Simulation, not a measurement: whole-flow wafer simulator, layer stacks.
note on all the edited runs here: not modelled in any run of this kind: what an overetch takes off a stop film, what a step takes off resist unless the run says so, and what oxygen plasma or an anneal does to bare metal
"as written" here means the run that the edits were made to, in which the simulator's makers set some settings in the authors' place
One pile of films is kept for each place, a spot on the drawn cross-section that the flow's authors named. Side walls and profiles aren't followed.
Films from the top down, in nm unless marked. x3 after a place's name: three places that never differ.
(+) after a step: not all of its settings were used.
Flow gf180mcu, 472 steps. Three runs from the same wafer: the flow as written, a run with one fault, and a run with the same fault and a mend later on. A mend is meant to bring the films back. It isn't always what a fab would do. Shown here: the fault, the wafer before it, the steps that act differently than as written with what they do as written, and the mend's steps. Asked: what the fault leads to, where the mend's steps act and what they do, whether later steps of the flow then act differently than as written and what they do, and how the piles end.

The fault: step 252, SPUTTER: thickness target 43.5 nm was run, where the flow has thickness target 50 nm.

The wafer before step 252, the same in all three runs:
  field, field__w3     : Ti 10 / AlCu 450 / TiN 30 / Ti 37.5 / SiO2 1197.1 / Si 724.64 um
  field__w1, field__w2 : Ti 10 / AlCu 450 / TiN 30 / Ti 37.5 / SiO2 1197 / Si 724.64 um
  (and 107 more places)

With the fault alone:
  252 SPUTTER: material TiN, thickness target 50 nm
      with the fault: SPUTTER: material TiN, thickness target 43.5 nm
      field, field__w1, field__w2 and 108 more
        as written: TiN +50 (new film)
        with the fault: TiN +43.5 (new film)
  Later steps of the flow that act differently than as written (5 more steps differ only slightly, by at most 2% or 0.5 nm, whichever is larger, and aren't shown):
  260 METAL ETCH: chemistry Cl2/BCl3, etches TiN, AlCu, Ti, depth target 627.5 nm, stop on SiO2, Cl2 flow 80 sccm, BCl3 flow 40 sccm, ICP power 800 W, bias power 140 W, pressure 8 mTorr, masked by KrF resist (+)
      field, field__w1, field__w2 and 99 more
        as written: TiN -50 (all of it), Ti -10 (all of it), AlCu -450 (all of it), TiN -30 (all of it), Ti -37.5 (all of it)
        with the fault: TiN -43.5 (all of it), Ti -10 (all of it), AlCu -450 (all of it), TiN -30 (all of it), Ti -37.5 (all of it)
  At the end the piles differ from the flow's by more than 2% or 0.5 nm, whichever is larger, at field__w8, contact, m1 and 6 more.
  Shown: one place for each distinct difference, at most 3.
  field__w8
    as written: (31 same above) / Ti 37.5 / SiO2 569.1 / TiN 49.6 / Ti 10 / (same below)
    with the fault: (31 same above) / Ti 37.5 / SiO2 575.6 / TiN 43.1 / Ti 10 / (same below)
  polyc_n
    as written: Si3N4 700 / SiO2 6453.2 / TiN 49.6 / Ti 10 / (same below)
    with the fault: Si3N4 700 / SiO2 6459.7 / TiN 43.1 / Ti 10 / (same below)
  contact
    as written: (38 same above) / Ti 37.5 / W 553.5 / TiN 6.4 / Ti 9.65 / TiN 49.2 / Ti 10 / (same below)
    with the fault: (38 same above) / Ti 37.5 / W 560.1 / TiN 6.38 / Ti 9.62 / TiN 42.7 / Ti 10 / (same below)

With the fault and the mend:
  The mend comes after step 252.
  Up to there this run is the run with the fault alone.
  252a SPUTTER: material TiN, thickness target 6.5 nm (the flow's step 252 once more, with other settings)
      field, field__w1, field__w2 and 108 more
        TiN +6.5
  No later step of the flow acts differently than as written at any place that is followed.
  At the end the piles are the same as the flow's at every place that both follow.
